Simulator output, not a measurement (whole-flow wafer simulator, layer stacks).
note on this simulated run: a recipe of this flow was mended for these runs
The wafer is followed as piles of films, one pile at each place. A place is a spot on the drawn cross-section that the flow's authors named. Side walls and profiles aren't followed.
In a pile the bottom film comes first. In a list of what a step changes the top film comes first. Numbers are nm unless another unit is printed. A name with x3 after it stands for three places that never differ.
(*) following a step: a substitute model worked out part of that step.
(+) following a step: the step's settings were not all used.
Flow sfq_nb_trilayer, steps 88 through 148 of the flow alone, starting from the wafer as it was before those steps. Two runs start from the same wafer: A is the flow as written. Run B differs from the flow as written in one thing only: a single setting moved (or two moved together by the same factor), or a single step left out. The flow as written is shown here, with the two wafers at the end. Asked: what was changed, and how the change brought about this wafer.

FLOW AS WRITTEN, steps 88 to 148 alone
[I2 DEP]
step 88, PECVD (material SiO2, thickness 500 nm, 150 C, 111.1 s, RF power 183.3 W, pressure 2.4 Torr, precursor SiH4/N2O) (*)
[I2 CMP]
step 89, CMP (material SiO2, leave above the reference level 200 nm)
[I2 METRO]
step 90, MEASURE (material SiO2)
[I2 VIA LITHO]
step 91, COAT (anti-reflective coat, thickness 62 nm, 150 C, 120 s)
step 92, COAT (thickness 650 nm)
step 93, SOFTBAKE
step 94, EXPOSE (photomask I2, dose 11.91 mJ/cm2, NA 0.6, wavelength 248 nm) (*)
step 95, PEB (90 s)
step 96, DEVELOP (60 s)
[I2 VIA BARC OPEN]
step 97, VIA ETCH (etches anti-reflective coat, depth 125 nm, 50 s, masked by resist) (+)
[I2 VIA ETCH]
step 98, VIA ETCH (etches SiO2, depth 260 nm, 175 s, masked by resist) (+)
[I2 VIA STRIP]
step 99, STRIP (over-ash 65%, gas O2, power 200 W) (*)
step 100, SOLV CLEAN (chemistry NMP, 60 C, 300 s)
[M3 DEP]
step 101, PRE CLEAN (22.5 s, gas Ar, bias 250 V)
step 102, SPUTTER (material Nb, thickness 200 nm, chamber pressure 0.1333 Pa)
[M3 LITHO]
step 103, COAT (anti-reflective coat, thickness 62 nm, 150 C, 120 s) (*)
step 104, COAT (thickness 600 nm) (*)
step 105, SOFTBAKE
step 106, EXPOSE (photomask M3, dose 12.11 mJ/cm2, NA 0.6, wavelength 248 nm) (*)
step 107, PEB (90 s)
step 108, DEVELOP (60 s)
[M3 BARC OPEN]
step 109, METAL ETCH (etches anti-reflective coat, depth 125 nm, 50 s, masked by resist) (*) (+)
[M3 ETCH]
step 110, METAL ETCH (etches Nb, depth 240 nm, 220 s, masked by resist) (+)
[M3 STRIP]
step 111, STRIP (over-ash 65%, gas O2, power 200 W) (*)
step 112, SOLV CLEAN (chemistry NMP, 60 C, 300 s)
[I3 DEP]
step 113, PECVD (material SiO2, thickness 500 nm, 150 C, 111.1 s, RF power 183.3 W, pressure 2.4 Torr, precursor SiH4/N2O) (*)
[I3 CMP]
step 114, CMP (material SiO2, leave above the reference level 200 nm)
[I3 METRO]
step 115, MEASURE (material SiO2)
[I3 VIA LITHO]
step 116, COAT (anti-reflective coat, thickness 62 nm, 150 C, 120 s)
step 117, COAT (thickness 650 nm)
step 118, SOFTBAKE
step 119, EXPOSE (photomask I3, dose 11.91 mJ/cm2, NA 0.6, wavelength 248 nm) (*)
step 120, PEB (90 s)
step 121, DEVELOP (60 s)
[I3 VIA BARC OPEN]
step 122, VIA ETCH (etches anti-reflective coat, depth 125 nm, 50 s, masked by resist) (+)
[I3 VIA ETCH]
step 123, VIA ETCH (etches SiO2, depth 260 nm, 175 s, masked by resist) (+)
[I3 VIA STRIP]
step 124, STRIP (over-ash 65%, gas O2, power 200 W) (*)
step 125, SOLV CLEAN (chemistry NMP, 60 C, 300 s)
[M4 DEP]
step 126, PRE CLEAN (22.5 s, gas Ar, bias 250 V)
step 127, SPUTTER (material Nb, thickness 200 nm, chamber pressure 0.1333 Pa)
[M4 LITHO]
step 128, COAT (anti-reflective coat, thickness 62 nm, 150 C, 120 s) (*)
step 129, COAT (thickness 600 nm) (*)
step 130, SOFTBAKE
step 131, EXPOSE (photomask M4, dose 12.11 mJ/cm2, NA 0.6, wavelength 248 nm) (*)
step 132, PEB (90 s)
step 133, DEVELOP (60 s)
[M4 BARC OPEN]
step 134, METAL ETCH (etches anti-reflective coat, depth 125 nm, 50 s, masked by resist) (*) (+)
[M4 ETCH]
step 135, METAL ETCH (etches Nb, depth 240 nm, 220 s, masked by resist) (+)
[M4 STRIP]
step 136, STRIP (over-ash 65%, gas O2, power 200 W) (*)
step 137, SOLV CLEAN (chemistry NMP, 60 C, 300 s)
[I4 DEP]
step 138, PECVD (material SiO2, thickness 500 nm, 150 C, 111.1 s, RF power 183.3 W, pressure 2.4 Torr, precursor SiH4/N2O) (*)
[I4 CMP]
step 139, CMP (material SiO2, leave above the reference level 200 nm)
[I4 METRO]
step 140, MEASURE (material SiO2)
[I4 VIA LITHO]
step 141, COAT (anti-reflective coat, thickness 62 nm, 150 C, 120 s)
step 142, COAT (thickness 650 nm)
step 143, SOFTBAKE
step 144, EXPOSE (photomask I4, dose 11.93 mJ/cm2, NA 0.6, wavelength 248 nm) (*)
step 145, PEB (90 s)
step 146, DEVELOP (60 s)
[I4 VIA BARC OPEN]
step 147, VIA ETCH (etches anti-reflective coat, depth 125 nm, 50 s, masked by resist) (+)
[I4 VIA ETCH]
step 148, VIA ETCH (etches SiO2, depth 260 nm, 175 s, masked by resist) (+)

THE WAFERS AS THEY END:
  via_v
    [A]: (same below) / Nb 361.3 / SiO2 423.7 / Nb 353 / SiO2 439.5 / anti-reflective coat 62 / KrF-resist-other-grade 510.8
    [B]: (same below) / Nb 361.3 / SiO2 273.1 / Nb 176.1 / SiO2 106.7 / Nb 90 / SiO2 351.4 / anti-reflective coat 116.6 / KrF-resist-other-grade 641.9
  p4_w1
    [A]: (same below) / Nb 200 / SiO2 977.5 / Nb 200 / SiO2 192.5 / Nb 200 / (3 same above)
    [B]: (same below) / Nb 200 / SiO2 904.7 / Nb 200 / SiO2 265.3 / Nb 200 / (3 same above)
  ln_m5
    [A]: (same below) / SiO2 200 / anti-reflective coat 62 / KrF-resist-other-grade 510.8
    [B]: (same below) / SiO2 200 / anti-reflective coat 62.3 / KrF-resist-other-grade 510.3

What caused this: step 88, PECVD: thickness 331.2 nm was run, whereas the flow has thickness 500 nm; step 88, PECVD: 73.61 s was run, where the flow has 111.1 s.

How this came from the change, step by step:
  step 88, PECVD (material SiO2, thickness 500 nm, 150 C, 111.1 s, RF power 183.3 W, pressure 2.4 Torr, precursor SiH4/N2O) (*)
      field_l, be, be_sur and 81 more: A SiO2 gains 500 | B SiO2 gains 331.2
      v_sur, via_wl, via_w and 18 more: A SiO2 gains 500 (new film) | B SiO2 gains 331.2 (new film)
      (also at 1 further place)
  step 89, CMP (material SiO2, leave above the reference level 200 nm)
      field_l, be, be_sur and 81 more: A SiO2 loses 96 | B nothing
      via_v: A SiO2 loses 181.6 | B nothing
      (also at 21 further places)
  step 91, COAT (anti-reflective coat, thickness 62 nm, 150 C, 120 s)
      jj_sur, wl_a_sr, wl_b_sl: A anti-reflective coat gains 62 (new film) | B anti-reflective coat gains 60.3 (new film)
      ce_r, sp_r, wl_f_sr: A anti-reflective coat gains 62 (new film) | B anti-reflective coat gains 63.4 (new film)
      (also at 67 further places)
  step 92, COAT (thickness 650 nm)
      wl_d_sl, wl_f_m6: A KrF-resist-other-grade gains 650 (new film) | B KrF-resist-other-grade gains 669.6 (new film)
      m5r_linepad_l, m5r_linepad_r: A KrF-resist-other-grade gains 650 (new film) | B KrF-resist-other-grade gains 634.7 (new film)
      (also at 20 further places)
  step 96, DEVELOP (60 s)
      via_w: A KrF-resist-other-grade loses 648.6 (all of it) | B KrF-resist-other-grade loses 616 (all of it)
  step 97, VIA ETCH (etches anti-reflective coat, depth 125 nm, 50 s, masked by resist) (+)
      via_w: A anti-reflective coat loses 62 (all of it), SiO2 loses 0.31 | B anti-reflective coat loses 66.6 (all of it), SiO2 loses 0.29
  step 99, STRIP (over-ash 65%, gas O2, power 200 W) (*)
      m0r_line_l x3: A KrF-resist-other-grade loses 510.8 (all of it), anti-reflective coat loses 62 (all of it) | B KrF-resist-other-grade loses 523.1 (all of it), anti-reflective coat loses 70.2 (all of it)
      m0r_space_l, m6r_space_l x2: A KrF-resist-other-grade loses 510.8 (all of it), anti-reflective coat loses 62 (all of it) | B KrF-resist-other-grade loses 513.7 (all of it), anti-reflective coat loses 81.7 (all of it)
      (also at 68 further places)
  step 102, SPUTTER (material Nb, thickness 200 nm, chamber pressure 0.1333 Pa)
      via_v: A Nb gains 200 (new film) | B Nb gains 176.1 (new film)
  step 103, COAT (anti-reflective coat, thickness 62 nm, 150 C, 120 s) (*)
      m0r_line_l x3, m0r_line_r x3: A anti-reflective coat gains 62 (new film) | B anti-reflective coat gains 67.8 (new film)
      m0r_space_l, m0r_space_r, m6r_space_l x2, m6r_space_r x2: A anti-reflective coat gains 62 (new film) | B anti-reflective coat gains 79.1 (new film)
      (also at 58 further places)
  step 104, COAT (thickness 600 nm) (*)
      m5r_line_l, m5r_line_r: A KrF-resist-other-grade gains 600 (new film) | B KrF-resist-other-grade gains 614.5 (new film)
      m5r_linepad_l, m5r_linepad_r: A KrF-resist-other-grade gains 600 (new film) | B KrF-resist-other-grade gains 585.4 (new film)
      (also at 21 further places)
  step 108, DEVELOP (60 s)
      m5r_line_l, m5r_line_r: A KrF-resist-other-grade loses 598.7 (all of it) | B KrF-resist-other-grade loses 613.2 (all of it)
      m5r_linepad_l, m5r_linepad_r: A KrF-resist-other-grade loses 598.7 (all of it) | B KrF-resist-other-grade loses 584.2 (all of it)
      (also at 10 further places)
  step 109, METAL ETCH (etches anti-reflective coat, depth 125 nm, 50 s, masked by resist) (*) (+)
      m0r_line_l x3, m0r_line_r x3: A anti-reflective coat loses 62 (all of it) | B anti-reflective coat loses 67.8 (all of it)
      m0r_space_l, m0r_space_r, m6r_space_l x2, m6r_space_r x2: A anti-reflective coat loses 62 (all of it) | B anti-reflective coat loses 79.1 (all of it)
      (also at 38 further places)
  step 111, STRIP (over-ash 65%, gas O2, power 200 W) (*)
      v_sur: A KrF-resist-other-grade loses 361 (all of it), anti-reflective coat loses 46 (all of it) | B KrF-resist-other-grade loses 339.3 (all of it), anti-reflective coat loses 32.7 (all of it)
      via_wl: A KrF-resist-other-grade loses 381.1 (all of it), anti-reflective coat loses 16.7 (all of it) | B KrF-resist-other-grade loses 350.7 (all of it), anti-reflective coat loses 15.8 (all of it)
      (also at 22 further places)
  step 113, PECVD (material SiO2, thickness 500 nm, 150 C, 111.1 s, RF power 183.3 W, pressure 2.4 Torr, precursor SiH4/N2O) (*)
      via_v: A SiO2 gains 500 (new film) | B SiO2 gains 531.5 (new film)
  step 114, CMP (material SiO2, leave above the reference level 200 nm)
      field_l, be, be_sur and 64 more: A SiO2 loses 96 | B SiO2 loses 23.2
      p4_w1, p4_w2, p4_w3 and 6 more: A SiO2 loses 300 | B SiO2 loses 227.2
      (also at 9 further places)
  step 123, VIA ETCH (etches SiO2, depth 260 nm, 175 s, masked by resist) (+)
      via_v: A SiO2 loses 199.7 (all of it), Nb loses 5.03 | B SiO2 loses 260
  ... 11 further steps ...
  step 147, VIA ETCH (etches anti-reflective coat, depth 125 nm, 50 s, masked by resist) (+)
      via_wl: A anti-reflective coat loses 62 (all of it), SiO2 loses 0.31 | B anti-reflective coat loses 68.6 (all of it), SiO2 loses 0.28
      via_w: A anti-reflective coat loses 62 (all of it), SiO2 loses 0.31 | B anti-reflective coat loses 71 (all of it), SiO2 loses 0.27
      (also at 1 further place)
If metal films that touch count as one body, via_v has 4 bodies (between them, from the top down: SiO2 106.7; SiO2 273.1; SiO2 192.5); the flow as written gives 3 bodies (between them, from the top down: SiO2 423.7; SiO2 192.5).
